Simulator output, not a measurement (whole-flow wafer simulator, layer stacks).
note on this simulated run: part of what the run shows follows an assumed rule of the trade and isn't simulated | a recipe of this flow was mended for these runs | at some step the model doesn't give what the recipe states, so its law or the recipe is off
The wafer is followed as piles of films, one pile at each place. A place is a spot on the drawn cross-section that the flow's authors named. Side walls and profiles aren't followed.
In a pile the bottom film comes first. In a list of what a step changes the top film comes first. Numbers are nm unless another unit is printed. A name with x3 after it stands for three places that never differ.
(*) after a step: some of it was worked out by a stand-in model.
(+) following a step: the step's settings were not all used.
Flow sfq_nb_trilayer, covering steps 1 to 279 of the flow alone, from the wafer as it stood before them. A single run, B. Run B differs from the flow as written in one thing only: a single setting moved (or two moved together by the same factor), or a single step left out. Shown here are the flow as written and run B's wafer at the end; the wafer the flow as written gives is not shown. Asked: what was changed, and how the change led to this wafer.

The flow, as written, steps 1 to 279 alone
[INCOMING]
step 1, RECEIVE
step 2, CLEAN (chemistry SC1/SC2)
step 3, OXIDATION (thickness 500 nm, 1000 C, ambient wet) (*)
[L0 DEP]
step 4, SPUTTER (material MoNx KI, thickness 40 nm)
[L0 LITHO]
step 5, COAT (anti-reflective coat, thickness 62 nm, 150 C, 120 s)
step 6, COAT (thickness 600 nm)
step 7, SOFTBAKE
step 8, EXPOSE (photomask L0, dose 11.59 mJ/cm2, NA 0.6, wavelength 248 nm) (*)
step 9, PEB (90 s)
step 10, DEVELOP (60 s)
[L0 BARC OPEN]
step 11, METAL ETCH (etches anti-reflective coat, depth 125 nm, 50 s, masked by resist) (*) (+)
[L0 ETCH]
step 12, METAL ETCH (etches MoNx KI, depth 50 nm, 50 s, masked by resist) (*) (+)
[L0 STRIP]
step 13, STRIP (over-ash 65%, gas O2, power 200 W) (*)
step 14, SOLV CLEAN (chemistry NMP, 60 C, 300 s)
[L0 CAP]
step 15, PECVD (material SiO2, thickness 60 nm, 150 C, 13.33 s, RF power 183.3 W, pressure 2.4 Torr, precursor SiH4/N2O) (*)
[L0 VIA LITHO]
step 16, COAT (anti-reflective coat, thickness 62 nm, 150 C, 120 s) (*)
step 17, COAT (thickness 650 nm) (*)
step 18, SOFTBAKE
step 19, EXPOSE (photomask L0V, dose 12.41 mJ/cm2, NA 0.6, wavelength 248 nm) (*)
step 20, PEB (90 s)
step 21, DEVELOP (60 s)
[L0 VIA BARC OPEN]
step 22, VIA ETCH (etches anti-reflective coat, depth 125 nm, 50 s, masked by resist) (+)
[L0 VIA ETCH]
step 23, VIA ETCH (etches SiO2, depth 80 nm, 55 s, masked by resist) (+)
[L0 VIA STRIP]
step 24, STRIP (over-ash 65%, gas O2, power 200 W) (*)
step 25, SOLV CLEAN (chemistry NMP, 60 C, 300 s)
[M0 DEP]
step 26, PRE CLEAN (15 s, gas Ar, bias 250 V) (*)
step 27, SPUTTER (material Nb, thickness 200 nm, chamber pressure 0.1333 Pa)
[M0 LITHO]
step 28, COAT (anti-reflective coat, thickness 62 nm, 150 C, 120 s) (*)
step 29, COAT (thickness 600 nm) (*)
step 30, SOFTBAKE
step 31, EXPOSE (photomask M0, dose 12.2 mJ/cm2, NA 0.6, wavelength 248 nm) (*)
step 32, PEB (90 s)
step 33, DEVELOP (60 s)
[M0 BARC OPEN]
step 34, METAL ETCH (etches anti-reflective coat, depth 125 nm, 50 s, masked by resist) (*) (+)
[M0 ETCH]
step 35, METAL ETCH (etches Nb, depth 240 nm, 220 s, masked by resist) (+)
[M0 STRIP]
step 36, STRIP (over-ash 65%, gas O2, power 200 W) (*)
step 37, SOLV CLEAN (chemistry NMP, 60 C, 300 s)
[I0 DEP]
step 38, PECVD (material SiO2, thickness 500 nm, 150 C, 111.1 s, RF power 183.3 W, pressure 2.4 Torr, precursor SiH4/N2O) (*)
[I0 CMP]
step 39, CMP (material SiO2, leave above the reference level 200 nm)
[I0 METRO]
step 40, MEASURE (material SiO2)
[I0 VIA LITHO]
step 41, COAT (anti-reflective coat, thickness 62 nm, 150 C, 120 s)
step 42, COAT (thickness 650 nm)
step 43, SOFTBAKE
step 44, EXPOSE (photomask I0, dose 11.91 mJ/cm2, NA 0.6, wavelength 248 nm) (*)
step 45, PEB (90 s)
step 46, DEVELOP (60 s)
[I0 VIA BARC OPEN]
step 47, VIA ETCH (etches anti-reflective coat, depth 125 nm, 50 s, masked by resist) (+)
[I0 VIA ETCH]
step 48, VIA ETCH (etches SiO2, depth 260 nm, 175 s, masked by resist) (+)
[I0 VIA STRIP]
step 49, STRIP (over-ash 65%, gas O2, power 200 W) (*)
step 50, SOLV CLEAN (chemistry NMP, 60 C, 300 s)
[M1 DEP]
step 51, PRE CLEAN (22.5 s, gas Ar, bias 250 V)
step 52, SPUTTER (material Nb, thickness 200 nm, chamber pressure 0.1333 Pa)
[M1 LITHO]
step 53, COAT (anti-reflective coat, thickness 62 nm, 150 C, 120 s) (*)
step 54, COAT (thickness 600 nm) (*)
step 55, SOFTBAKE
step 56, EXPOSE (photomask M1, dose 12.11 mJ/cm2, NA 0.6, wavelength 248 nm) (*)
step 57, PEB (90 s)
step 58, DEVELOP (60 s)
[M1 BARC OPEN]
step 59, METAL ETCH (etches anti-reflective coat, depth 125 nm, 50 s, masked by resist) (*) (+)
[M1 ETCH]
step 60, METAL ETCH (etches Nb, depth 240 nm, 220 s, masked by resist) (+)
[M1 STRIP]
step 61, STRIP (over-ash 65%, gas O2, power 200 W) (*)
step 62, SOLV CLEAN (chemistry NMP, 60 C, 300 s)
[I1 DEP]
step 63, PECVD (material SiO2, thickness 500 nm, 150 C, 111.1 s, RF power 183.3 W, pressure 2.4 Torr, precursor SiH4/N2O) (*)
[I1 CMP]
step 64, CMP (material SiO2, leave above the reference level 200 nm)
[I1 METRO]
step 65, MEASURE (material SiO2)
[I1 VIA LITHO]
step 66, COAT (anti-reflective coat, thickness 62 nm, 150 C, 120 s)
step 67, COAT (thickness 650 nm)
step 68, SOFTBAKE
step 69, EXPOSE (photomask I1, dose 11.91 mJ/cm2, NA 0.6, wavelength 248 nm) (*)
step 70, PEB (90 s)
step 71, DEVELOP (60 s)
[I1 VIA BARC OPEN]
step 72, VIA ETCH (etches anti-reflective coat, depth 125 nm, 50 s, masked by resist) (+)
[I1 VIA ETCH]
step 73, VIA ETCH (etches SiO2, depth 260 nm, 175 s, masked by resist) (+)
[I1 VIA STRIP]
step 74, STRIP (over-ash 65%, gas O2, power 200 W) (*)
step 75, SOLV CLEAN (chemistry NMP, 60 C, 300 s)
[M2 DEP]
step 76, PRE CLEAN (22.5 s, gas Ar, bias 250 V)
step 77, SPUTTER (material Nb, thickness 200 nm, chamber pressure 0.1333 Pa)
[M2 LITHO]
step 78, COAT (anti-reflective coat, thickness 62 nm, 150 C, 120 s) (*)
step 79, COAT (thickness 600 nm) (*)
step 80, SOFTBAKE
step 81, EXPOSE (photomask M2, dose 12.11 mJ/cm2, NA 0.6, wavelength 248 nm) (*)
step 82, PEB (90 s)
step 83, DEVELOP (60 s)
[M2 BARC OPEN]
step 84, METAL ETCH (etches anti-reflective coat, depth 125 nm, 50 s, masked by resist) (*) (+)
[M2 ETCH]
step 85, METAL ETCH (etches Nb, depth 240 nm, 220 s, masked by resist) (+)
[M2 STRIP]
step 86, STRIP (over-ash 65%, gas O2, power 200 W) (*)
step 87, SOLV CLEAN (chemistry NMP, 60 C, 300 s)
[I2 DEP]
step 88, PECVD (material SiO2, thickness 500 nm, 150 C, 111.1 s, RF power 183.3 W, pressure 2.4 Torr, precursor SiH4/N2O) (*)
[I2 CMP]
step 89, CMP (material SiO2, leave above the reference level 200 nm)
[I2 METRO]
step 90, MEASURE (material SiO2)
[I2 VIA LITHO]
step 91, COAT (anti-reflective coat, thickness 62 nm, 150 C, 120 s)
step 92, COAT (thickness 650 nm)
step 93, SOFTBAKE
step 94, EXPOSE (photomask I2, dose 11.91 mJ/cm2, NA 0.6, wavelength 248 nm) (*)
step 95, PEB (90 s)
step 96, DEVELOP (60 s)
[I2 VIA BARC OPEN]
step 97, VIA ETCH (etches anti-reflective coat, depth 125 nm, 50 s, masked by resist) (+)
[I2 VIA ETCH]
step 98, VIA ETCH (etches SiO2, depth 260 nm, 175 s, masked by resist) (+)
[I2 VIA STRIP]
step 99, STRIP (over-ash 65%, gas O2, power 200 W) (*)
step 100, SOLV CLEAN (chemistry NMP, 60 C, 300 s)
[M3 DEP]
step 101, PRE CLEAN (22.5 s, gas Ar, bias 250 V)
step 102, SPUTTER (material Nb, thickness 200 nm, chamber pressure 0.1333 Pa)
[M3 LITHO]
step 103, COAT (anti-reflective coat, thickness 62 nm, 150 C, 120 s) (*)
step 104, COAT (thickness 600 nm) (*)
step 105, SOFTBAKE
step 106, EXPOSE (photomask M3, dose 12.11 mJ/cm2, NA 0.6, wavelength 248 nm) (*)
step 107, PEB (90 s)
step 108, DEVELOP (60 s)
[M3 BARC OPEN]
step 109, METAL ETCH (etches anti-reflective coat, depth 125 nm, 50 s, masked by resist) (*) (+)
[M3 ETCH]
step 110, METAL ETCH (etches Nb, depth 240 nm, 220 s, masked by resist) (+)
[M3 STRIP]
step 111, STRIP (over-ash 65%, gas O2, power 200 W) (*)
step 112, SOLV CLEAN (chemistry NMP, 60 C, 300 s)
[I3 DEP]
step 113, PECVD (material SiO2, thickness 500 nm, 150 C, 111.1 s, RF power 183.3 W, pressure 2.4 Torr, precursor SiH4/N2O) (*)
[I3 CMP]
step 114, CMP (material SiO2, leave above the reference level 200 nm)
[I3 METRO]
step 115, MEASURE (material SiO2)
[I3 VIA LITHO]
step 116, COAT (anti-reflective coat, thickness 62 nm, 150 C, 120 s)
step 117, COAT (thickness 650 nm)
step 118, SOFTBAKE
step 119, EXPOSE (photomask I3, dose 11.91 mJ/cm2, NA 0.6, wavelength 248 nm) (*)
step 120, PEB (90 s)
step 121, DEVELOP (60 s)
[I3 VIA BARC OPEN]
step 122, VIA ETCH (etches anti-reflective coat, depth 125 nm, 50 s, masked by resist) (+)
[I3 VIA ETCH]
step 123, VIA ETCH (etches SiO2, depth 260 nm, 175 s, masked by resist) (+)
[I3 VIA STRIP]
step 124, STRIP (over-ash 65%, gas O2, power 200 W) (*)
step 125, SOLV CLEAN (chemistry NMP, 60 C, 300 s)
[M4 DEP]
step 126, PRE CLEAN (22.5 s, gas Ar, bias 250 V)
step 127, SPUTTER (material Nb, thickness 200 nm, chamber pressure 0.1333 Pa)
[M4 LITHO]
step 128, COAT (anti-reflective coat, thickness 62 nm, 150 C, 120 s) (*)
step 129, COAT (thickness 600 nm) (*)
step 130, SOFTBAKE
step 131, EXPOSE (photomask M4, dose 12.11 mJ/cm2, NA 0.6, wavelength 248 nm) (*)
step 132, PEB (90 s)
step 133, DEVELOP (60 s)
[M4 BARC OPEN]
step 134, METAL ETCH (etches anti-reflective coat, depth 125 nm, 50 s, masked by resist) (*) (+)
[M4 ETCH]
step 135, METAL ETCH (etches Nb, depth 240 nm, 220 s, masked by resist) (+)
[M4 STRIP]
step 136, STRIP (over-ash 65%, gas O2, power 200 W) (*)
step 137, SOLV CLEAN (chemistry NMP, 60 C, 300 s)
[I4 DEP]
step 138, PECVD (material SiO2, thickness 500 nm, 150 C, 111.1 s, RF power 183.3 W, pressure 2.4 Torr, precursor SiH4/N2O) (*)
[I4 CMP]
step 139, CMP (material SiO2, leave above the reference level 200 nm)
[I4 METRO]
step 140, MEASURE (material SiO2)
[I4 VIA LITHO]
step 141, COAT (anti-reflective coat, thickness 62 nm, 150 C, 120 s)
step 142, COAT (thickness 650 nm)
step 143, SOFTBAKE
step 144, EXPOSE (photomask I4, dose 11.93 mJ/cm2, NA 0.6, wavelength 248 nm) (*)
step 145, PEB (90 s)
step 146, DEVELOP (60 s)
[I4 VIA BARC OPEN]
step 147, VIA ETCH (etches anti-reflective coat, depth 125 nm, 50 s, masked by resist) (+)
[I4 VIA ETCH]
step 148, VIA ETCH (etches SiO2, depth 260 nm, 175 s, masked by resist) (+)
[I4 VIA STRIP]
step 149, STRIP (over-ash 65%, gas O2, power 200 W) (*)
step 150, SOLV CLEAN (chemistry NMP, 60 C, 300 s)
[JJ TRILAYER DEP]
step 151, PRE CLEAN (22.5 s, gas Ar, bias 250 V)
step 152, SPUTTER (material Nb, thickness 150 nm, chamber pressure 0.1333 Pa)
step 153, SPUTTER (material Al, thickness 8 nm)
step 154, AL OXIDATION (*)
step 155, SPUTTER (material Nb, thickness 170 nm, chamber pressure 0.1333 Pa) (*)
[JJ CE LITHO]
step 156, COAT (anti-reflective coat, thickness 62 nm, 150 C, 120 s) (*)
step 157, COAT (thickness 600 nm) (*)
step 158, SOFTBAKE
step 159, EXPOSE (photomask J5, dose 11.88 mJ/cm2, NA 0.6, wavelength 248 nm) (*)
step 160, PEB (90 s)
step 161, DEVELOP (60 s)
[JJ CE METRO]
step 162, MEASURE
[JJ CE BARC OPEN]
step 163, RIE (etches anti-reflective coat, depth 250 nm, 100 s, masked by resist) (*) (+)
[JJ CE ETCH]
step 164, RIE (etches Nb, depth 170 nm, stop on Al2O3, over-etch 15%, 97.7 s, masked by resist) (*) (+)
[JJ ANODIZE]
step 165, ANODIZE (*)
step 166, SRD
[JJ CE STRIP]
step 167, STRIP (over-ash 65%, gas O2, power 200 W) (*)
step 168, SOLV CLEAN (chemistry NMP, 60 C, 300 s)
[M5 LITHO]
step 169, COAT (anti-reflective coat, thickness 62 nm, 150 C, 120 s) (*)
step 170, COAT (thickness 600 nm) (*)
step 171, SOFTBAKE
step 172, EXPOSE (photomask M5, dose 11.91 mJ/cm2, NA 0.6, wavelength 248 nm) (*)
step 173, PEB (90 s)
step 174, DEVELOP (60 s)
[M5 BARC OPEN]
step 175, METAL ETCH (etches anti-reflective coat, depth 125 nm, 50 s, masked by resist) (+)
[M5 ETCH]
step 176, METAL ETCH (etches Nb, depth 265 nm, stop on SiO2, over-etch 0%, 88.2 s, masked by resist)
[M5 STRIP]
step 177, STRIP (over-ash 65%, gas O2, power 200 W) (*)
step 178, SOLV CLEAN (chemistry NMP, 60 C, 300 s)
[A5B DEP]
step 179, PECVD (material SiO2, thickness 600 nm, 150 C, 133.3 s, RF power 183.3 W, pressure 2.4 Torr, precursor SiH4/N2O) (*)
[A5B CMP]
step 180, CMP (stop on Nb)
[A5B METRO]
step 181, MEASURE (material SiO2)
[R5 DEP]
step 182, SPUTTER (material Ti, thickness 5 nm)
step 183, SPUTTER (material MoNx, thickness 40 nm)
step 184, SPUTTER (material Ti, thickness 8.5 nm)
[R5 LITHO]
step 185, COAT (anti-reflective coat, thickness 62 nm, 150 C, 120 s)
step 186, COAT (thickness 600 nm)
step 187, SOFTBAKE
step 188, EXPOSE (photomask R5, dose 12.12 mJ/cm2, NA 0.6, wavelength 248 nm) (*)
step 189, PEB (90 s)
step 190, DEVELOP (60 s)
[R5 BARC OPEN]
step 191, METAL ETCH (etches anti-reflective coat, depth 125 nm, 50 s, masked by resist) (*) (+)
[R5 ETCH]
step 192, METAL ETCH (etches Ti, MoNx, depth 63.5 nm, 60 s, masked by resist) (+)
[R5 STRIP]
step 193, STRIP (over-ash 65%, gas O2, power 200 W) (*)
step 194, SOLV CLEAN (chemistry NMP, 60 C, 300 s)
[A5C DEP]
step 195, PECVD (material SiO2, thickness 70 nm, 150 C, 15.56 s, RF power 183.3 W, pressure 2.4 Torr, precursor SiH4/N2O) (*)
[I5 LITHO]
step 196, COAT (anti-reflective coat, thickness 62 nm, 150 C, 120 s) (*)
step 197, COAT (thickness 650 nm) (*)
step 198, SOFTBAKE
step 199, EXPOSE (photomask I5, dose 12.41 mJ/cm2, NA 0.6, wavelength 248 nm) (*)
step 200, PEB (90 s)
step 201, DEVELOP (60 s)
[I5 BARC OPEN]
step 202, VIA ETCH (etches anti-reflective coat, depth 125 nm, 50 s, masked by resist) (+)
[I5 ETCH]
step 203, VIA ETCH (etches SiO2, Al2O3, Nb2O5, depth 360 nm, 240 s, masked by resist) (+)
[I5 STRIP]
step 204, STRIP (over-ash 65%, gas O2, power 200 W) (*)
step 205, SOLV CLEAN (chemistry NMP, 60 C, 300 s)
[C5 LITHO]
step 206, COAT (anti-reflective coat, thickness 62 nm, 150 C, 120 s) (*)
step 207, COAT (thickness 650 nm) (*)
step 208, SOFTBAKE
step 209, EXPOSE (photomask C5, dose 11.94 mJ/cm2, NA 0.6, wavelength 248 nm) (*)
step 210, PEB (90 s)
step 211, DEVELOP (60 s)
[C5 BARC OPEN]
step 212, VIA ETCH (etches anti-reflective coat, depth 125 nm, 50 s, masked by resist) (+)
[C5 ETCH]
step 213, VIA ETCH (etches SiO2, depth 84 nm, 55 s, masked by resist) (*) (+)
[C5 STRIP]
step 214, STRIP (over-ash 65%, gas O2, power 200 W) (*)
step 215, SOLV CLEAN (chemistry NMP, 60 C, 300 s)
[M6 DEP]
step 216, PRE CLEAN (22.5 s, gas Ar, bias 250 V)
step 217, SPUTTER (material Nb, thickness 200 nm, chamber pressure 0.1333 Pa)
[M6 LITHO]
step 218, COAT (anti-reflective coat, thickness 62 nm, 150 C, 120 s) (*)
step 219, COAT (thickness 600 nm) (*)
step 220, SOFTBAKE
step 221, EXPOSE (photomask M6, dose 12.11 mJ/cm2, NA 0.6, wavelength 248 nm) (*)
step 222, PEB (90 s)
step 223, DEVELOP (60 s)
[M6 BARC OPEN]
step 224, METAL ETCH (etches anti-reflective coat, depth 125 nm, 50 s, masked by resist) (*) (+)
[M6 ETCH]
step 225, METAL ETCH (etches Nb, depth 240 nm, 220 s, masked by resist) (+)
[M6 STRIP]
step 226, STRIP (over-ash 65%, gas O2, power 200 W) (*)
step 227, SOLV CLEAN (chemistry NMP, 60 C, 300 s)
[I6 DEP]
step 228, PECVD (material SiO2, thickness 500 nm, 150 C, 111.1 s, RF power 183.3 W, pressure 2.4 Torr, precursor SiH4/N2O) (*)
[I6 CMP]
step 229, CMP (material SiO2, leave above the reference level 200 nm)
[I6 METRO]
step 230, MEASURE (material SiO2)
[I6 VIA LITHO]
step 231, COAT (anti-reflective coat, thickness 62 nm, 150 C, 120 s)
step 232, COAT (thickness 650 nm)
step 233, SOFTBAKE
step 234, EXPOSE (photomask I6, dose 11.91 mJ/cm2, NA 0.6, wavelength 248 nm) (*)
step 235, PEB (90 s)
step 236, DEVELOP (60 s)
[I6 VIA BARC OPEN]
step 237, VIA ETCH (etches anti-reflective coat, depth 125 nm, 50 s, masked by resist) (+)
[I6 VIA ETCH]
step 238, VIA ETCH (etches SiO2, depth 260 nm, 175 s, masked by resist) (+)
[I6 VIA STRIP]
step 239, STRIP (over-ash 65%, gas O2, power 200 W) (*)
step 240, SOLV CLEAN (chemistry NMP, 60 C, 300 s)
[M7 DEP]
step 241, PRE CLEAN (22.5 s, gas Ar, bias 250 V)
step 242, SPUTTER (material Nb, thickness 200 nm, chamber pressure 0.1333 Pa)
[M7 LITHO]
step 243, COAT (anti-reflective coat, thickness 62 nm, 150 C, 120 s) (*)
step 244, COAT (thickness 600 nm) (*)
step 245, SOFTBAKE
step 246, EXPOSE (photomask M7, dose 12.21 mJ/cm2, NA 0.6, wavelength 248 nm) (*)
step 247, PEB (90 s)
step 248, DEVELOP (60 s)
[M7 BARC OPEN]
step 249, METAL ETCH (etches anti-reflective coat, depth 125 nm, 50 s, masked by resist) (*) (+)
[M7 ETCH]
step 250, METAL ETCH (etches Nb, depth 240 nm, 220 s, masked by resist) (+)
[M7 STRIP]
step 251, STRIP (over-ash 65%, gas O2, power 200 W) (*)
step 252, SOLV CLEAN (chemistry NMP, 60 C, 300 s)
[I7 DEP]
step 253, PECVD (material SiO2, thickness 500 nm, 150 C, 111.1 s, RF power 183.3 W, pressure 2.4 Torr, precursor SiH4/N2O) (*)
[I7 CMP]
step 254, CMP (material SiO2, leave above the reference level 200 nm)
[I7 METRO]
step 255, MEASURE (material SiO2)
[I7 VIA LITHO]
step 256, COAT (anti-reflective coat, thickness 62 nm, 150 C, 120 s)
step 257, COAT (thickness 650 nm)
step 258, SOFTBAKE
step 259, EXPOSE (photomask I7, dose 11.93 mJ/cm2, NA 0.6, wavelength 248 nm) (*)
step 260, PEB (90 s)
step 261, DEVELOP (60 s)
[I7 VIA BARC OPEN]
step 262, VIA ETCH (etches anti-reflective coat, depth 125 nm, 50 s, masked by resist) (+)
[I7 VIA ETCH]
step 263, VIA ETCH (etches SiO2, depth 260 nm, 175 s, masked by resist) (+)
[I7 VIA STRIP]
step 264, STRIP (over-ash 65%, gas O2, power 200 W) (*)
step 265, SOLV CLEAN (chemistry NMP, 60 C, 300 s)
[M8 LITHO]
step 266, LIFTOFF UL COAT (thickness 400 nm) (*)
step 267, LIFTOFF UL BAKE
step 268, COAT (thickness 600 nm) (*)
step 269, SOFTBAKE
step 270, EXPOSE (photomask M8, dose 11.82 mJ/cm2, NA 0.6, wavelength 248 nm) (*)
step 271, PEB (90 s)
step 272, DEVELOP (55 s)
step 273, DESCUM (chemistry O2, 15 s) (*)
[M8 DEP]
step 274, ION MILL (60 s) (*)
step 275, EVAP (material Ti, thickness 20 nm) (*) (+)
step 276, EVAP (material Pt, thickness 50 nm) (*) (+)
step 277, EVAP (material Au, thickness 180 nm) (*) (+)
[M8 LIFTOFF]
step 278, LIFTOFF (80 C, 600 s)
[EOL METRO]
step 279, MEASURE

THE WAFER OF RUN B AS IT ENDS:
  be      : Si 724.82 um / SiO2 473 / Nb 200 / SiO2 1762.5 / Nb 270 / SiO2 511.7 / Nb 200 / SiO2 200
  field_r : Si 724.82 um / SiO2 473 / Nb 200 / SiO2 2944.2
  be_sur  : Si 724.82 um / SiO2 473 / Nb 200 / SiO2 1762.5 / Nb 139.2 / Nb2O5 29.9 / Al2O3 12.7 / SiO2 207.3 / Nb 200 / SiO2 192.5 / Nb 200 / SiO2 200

What caused this: step 3, OXIDATION: thickness 420 nm was run, whereas the flow has thickness 500 nm.

Step by step, how the change led to this:
  step 3, OXIDATION (thickness 500 nm, 1000 C, ambient wet) (*)
      field_l, v_sur, via_wl and 103 more: SiO2 gains 420 (new film), chemical SiO2 loses 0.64 (all of it), Si loses 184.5 (it would be, as written: SiO2 gains 500 (new film), chemical SiO2 loses 0.64 (all of it), Si loses 219.7)
